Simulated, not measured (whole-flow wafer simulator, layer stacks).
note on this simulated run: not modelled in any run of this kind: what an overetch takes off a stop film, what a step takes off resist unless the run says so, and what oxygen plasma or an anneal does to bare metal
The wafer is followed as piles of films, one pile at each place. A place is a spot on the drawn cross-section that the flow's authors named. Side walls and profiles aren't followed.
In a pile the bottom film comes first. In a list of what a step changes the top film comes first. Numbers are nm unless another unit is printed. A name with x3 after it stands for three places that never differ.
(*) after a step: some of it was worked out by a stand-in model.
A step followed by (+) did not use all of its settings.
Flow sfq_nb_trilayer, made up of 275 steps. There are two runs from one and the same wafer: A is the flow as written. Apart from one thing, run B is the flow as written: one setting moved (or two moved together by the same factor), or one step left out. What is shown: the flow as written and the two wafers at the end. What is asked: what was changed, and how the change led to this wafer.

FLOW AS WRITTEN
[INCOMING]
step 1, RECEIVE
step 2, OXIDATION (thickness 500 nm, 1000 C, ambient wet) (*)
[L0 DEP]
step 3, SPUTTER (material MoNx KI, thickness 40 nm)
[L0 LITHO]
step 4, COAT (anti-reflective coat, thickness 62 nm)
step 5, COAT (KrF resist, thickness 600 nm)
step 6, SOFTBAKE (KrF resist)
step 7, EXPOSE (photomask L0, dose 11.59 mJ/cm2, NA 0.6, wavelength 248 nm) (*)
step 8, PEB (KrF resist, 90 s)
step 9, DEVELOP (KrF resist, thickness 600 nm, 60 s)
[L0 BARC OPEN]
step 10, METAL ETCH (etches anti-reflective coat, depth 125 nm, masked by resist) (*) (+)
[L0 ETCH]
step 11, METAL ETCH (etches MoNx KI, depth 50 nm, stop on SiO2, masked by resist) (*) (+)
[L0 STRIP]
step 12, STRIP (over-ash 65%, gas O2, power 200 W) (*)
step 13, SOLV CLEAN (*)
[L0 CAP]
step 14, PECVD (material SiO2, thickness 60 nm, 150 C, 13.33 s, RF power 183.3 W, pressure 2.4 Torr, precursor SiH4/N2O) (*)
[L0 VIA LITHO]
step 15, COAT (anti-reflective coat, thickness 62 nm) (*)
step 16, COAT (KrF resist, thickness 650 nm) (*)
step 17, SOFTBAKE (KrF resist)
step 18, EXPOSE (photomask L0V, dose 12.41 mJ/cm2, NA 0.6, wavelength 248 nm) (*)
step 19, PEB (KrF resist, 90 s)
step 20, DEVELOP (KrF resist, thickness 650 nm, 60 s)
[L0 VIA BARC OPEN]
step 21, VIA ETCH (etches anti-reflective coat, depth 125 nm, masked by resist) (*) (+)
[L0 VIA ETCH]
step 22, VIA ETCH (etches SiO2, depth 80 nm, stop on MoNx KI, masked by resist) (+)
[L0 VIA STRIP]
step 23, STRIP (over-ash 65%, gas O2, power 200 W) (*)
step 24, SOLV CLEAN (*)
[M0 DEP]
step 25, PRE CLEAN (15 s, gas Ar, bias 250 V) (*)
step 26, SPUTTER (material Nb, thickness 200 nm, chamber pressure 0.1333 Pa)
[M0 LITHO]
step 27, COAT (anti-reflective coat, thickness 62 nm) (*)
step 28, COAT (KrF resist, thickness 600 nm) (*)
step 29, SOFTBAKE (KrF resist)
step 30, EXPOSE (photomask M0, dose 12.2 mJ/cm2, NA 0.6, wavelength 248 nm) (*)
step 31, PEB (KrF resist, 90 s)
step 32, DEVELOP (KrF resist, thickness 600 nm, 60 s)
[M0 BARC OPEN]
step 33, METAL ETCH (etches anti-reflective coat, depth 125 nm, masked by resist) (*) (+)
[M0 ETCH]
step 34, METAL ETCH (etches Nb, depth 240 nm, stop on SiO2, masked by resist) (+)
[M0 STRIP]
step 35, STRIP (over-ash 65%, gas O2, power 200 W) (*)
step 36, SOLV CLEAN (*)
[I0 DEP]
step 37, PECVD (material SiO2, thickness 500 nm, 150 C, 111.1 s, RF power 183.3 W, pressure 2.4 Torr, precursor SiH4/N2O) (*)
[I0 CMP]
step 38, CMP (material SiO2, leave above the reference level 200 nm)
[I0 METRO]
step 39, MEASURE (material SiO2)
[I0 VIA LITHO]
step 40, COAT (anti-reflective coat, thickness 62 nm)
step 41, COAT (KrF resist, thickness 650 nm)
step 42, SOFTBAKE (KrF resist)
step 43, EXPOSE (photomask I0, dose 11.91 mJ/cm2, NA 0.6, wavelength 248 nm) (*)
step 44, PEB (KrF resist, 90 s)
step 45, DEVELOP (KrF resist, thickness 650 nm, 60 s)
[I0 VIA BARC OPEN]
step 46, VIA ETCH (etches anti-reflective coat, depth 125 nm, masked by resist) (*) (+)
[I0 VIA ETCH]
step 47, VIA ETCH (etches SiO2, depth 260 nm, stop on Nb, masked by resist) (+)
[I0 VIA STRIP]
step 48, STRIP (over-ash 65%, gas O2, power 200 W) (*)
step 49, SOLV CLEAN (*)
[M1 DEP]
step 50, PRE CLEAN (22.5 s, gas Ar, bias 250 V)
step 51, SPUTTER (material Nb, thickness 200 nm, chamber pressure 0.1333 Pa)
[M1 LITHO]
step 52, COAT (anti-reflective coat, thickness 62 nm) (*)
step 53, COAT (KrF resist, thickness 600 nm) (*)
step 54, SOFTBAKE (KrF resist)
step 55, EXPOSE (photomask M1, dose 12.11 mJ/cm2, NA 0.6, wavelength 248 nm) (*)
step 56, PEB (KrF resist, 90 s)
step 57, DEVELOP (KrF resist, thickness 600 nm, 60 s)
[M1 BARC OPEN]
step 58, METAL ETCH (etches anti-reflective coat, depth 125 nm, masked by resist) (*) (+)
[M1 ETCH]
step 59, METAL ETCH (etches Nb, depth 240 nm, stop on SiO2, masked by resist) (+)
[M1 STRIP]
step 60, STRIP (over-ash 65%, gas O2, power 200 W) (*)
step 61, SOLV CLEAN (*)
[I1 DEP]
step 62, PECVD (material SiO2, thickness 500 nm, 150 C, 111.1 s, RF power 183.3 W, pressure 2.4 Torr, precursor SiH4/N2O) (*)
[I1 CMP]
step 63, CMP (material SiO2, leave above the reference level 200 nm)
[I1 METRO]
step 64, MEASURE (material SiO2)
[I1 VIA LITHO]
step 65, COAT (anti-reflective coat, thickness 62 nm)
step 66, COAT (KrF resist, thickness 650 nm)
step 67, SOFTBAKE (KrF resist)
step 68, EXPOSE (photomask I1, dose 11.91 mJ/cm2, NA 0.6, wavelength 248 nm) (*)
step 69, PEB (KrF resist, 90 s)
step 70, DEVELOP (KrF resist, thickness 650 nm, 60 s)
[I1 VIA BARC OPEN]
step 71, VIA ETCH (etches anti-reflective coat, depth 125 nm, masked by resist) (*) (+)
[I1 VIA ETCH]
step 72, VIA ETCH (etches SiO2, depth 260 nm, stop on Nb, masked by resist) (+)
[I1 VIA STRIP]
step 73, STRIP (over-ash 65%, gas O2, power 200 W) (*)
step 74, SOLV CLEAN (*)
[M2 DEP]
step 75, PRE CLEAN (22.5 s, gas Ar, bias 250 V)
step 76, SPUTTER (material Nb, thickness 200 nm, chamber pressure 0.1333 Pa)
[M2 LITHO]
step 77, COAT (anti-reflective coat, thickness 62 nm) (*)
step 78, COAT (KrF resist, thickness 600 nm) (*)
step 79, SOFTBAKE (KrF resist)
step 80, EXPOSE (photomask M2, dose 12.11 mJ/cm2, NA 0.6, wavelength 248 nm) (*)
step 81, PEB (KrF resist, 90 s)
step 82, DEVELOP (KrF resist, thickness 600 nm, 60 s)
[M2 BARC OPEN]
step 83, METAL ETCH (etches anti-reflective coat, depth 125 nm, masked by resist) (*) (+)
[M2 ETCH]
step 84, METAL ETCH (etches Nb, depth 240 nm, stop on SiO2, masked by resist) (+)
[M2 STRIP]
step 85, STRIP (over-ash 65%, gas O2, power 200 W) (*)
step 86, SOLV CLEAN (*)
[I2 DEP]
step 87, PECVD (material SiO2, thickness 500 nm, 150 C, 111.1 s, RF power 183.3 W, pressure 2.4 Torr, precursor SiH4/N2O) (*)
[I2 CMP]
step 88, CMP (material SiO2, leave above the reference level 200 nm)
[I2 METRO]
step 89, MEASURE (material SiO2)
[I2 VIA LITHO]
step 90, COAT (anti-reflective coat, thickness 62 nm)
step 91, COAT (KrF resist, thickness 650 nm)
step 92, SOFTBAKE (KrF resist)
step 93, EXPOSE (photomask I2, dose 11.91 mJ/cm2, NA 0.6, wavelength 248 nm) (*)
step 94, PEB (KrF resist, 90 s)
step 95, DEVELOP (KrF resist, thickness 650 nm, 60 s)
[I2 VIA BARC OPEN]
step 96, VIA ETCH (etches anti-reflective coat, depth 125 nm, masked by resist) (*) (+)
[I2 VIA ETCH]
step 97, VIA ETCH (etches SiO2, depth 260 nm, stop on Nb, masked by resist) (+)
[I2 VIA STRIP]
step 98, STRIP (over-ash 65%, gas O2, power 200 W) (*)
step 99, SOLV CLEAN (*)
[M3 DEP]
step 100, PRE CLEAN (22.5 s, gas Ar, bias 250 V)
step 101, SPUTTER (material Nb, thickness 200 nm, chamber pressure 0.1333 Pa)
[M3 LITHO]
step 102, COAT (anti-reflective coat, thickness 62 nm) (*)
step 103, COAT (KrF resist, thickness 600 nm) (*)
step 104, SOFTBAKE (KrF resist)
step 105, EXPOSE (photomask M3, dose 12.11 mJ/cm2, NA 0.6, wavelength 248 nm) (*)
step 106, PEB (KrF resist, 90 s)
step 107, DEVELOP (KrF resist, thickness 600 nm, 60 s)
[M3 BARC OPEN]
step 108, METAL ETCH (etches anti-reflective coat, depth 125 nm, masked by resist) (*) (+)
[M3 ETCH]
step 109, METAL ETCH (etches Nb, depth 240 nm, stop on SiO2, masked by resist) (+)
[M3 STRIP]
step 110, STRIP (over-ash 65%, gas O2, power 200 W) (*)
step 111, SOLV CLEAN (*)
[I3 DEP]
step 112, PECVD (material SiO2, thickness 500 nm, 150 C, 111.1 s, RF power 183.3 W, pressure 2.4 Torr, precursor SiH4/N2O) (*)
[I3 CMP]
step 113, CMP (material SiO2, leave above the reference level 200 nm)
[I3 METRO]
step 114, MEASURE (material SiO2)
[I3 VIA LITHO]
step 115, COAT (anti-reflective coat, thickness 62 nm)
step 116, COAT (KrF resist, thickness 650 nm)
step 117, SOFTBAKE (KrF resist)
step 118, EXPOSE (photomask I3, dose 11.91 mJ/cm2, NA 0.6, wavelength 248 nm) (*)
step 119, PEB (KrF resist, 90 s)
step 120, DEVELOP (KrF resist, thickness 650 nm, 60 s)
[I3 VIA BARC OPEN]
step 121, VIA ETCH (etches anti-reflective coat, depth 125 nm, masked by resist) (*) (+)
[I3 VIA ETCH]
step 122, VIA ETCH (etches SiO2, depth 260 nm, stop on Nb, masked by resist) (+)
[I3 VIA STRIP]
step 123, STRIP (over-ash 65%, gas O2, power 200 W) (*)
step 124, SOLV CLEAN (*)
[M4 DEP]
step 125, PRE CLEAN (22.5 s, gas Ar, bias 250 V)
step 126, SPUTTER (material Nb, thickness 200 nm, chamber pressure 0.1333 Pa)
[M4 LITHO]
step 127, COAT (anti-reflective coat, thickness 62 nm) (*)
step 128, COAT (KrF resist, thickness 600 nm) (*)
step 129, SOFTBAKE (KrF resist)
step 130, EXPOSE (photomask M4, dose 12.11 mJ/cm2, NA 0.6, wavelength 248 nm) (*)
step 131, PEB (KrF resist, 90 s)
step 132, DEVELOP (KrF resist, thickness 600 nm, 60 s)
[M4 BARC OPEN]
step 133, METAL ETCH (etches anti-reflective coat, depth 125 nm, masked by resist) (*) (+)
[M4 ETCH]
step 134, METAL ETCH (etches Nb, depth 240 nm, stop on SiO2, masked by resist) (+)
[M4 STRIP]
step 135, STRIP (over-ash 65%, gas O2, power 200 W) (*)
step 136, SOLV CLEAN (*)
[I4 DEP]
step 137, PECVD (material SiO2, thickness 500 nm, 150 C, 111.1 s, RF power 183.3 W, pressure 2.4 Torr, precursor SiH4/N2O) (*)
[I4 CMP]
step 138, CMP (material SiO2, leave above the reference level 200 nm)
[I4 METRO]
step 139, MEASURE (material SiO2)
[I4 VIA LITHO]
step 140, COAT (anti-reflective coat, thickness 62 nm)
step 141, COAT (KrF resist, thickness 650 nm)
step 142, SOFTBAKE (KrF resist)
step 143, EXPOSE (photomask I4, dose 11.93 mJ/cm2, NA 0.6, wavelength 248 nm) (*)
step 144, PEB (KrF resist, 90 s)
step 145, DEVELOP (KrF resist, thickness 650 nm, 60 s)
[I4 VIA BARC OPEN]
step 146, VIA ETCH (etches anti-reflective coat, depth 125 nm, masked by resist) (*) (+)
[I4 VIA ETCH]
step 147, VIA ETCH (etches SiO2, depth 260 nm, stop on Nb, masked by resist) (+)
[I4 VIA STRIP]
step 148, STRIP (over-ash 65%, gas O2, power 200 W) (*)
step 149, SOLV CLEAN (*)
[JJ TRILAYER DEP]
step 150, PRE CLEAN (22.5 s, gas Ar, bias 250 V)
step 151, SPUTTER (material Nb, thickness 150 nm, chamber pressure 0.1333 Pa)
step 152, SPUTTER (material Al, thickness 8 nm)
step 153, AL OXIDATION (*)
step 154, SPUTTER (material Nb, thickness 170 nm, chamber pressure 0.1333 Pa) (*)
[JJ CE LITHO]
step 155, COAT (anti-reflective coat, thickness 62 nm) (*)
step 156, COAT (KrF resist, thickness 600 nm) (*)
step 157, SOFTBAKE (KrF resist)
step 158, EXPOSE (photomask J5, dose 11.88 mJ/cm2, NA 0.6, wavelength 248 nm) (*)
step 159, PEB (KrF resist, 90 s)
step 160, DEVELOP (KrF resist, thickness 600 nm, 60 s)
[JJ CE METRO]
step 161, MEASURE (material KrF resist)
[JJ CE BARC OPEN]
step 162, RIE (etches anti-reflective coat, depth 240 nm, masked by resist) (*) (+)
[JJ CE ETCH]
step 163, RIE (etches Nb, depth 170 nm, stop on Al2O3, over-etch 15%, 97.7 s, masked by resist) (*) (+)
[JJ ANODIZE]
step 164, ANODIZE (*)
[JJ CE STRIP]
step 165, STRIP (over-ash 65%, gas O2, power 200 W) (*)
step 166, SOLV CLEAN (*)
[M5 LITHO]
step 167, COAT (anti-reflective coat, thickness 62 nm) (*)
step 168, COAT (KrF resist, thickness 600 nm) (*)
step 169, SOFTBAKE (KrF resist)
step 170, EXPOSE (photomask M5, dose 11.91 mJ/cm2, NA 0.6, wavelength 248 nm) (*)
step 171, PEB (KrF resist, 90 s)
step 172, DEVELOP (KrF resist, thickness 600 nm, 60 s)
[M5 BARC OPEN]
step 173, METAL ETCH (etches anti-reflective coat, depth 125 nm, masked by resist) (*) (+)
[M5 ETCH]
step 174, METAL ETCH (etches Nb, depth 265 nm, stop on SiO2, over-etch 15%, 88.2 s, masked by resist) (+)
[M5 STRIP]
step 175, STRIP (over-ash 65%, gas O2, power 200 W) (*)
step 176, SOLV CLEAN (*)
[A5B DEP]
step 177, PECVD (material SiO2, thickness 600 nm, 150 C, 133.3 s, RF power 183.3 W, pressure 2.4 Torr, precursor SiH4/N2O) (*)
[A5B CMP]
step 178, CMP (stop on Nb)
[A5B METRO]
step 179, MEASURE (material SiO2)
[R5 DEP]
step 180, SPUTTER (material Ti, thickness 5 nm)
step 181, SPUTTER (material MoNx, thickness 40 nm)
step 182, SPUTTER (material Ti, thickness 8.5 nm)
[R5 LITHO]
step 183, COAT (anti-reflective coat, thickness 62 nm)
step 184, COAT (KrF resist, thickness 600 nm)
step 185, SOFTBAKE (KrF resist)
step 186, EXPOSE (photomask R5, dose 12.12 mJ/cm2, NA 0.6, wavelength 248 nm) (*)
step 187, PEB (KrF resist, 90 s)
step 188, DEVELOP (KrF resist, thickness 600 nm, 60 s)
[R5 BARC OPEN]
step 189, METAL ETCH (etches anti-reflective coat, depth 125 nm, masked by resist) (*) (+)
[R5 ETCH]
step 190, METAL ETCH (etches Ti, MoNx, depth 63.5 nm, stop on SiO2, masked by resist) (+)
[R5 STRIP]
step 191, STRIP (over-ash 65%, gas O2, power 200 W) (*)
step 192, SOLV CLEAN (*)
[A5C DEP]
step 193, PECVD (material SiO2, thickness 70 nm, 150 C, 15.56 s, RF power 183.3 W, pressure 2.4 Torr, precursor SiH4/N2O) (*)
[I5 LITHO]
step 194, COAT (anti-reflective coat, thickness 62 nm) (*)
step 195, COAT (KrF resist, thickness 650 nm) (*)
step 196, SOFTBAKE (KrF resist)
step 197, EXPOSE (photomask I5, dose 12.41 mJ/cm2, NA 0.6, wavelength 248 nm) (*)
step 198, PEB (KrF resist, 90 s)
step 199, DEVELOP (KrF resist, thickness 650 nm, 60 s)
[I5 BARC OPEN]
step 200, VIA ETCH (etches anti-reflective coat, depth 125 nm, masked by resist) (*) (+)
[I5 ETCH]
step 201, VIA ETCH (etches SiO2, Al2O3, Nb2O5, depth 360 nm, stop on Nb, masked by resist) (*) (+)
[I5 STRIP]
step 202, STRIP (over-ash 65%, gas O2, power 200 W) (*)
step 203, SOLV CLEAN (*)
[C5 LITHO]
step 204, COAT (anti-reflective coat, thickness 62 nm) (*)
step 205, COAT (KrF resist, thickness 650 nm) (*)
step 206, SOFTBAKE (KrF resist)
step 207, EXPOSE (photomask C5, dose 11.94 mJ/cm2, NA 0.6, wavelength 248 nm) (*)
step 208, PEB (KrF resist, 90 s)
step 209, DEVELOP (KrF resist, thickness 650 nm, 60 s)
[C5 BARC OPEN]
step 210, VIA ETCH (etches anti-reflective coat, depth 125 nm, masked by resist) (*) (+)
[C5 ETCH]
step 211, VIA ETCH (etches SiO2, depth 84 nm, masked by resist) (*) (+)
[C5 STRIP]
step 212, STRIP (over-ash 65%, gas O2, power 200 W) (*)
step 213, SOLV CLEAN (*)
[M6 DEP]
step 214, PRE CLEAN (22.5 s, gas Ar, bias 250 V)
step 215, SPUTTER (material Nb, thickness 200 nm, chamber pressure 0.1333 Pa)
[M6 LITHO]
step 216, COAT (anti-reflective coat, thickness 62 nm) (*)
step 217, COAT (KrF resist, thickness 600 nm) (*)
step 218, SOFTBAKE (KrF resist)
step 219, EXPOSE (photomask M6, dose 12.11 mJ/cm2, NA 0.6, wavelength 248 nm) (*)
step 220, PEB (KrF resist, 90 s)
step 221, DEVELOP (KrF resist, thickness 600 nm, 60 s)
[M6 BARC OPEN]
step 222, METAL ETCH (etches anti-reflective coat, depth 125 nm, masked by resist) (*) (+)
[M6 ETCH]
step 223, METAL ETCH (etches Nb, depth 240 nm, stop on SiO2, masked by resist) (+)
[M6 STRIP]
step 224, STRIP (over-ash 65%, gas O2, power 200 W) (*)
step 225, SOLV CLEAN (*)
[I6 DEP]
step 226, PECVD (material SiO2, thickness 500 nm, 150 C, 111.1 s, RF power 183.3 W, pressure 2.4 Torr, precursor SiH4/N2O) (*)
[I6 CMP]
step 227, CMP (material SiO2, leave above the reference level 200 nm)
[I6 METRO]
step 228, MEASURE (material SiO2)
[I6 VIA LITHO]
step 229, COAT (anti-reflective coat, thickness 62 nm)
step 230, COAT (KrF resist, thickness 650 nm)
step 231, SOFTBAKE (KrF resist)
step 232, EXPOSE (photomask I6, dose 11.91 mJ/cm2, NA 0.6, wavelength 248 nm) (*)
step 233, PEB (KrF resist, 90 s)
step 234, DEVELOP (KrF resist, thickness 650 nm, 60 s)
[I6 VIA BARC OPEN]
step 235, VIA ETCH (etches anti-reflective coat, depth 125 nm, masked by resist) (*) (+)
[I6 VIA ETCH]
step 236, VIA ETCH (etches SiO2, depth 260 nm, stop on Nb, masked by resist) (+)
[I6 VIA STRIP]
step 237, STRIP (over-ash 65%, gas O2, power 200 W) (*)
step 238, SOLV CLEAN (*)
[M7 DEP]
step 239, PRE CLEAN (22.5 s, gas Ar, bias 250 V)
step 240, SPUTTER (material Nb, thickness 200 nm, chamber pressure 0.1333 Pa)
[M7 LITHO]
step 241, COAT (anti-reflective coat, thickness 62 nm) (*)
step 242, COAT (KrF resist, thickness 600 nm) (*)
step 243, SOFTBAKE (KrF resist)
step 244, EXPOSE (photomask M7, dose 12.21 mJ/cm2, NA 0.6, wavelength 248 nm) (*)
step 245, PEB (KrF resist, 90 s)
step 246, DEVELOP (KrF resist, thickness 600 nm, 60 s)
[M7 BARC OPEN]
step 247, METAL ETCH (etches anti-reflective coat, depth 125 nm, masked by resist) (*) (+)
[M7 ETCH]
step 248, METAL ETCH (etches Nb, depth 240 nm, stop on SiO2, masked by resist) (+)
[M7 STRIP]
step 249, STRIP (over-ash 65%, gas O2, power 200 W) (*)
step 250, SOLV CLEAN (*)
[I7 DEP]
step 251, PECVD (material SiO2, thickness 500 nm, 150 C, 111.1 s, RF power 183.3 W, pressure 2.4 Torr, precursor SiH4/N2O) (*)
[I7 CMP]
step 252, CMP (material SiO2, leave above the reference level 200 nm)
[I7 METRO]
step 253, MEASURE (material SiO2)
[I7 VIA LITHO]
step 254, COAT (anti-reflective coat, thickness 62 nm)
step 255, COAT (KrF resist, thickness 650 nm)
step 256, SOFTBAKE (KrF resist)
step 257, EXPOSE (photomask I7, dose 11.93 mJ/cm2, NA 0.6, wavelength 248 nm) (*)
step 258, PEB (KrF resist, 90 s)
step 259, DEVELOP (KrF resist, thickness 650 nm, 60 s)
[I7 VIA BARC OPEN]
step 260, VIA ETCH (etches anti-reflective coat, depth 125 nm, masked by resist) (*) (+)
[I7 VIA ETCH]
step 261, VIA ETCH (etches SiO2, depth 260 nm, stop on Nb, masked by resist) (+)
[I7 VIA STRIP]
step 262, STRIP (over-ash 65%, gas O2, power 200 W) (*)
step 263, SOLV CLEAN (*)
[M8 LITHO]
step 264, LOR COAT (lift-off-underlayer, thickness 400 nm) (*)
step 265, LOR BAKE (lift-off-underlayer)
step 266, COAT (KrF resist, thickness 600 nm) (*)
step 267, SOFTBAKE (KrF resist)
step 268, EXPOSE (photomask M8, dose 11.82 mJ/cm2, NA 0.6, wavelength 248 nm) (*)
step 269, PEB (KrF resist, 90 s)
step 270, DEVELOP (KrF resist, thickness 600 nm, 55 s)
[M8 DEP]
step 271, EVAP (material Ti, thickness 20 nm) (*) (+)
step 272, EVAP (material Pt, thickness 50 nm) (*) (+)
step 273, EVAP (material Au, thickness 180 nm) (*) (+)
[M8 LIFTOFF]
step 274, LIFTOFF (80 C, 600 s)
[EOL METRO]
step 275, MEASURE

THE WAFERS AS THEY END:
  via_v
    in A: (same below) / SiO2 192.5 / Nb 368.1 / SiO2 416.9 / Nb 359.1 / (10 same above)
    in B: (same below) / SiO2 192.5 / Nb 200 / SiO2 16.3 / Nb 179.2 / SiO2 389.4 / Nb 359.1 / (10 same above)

Cause: step 72, VIA ETCH: depth 176 nm was run, whereas the flow has depth 260 nm.

Step by step, how the change led to this:
  step 72, VIA ETCH (etches SiO2, depth 260 nm, stop on Nb, masked by resist) (+)
      via_v: A SiO2 loses 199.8 (all of it) | B SiO2 loses 176
      field_l, v_sur, via_wl and 102 more: A KrF resist loses 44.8 | B KrF resist loses 30.3
  step 73, STRIP (over-ash 65%, gas O2, power 200 W) (*)
      field_l, v_sur, via_wl and 102 more: A KrF resist loses 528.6 (all of it), anti-reflective coat loses 62 (all of it) | B KrF resist loses 543.1 (all of it), anti-reflective coat loses 62 (all of it)
  step 75, PRE CLEAN (22.5 s, gas Ar, bias 250 V)
      via_v: A Nb loses 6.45 | B SiO2 loses 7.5
  step 76, SPUTTER (material Nb, thickness 200 nm, chamber pressure 0.1333 Pa)
      via_v: A Nb gains 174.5 | B Nb gains 179.2 (new film)
  step 77, COAT (anti-reflective coat, thickness 62 nm) (*)
      via_v: A anti-reflective coat gains 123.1 (new film) | B anti-reflective coat gains 116.6 (new film)
  step 78, COAT (KrF resist, thickness 600 nm) (*)
      via_v: A KrF resist gains 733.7 (new film) | B KrF resist gains 716.1 (new film)
  step 85, STRIP (over-ash 65%, gas O2, power 200 W) (*)
      via_v: A KrF resist loses 515.8 (all of it), anti-reflective coat loses 123.1 (all of it) | B KrF resist loses 498.2 (all of it), anti-reflective coat loses 116.6 (all of it)
  step 87, PECVD (material SiO2, thickness 500 nm, 150 C, 111.1 s, RF power 183.3 W, pressure 2.4 Torr, precursor SiH4/N2O) (*)
      via_v: A SiO2 gains 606 (new film) | B SiO2 gains 554 (new film)
  step 88, CMP (material SiO2, leave above the reference level 200 nm)
      via_v: A SiO2 loses 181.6 | B SiO2 loses 157.1
If metal films that touch count as one body, via_v has 7 bodies (between them, from the top down: SiO2 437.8; SiO2 209 / Al2O3 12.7 / Nb2O5 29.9; SiO2 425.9; SiO2 389.4; SiO2 16.3; SiO2 192.5); the flow as written gives 6 bodies (between them, from the top down: SiO2 437.8; SiO2 209 / Al2O3 12.7 / Nb2O5 29.9; SiO2 425.9; SiO2 416.9; SiO2 192.5).
